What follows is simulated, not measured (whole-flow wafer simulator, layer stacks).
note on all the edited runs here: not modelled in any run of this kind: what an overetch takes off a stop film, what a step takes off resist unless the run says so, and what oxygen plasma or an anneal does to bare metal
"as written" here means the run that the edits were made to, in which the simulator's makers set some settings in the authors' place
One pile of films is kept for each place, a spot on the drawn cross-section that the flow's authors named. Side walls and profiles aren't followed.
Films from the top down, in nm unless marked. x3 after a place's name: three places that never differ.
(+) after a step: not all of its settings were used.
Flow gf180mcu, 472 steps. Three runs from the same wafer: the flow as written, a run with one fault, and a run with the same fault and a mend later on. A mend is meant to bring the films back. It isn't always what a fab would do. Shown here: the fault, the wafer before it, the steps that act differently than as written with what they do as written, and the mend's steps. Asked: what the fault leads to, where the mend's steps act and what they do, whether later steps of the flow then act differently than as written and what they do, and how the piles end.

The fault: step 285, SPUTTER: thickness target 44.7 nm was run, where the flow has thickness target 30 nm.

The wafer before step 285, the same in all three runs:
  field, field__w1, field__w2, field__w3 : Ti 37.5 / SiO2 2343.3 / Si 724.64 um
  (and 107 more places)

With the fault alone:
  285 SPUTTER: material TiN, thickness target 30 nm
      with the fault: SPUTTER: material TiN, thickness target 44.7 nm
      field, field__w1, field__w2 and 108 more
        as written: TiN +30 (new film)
        with the fault: TiN +44.7 (new film)
  Later steps of the flow that act differently than as written:
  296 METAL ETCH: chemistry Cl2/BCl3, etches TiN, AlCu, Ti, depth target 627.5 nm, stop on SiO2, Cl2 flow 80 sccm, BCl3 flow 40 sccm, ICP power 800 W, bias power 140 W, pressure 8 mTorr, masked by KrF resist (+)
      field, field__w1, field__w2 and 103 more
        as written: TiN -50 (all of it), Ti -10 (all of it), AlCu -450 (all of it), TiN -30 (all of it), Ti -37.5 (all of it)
        with the fault: TiN -50 (all of it), Ti -10 (all of it), AlCu -450 (all of it), TiN -44.7 (all of it), Ti -37.5 (all of it)
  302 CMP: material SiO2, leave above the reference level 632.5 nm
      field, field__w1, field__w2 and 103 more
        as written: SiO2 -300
        with the fault: SiO2 -285.3
  At the end the piles differ from the flow's by more than 2% or 0.5 nm, whichever is larger, at field__w8, contact, m1, m1__w1, m1_nw.
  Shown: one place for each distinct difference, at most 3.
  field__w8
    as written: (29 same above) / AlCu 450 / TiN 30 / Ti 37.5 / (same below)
    with the fault: (29 same above) / AlCu 450 / TiN 44.7 / Ti 37.5 / (same below)
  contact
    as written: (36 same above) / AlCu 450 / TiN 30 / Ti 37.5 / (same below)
    with the fault: (36 same above) / AlCu 450 / TiN 44.7 / Ti 37.5 / (same below)

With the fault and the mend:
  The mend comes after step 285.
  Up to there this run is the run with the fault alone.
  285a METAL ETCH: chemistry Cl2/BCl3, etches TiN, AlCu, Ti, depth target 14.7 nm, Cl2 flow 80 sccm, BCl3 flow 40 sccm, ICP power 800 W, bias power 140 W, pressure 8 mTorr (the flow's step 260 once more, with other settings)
      field, field__w1, field__w2 and 108 more
        TiN -14.7
  No later step of the flow acts differently than as written at any place that is followed.
  At the end the piles are the same as the flow's at every place that both follow.
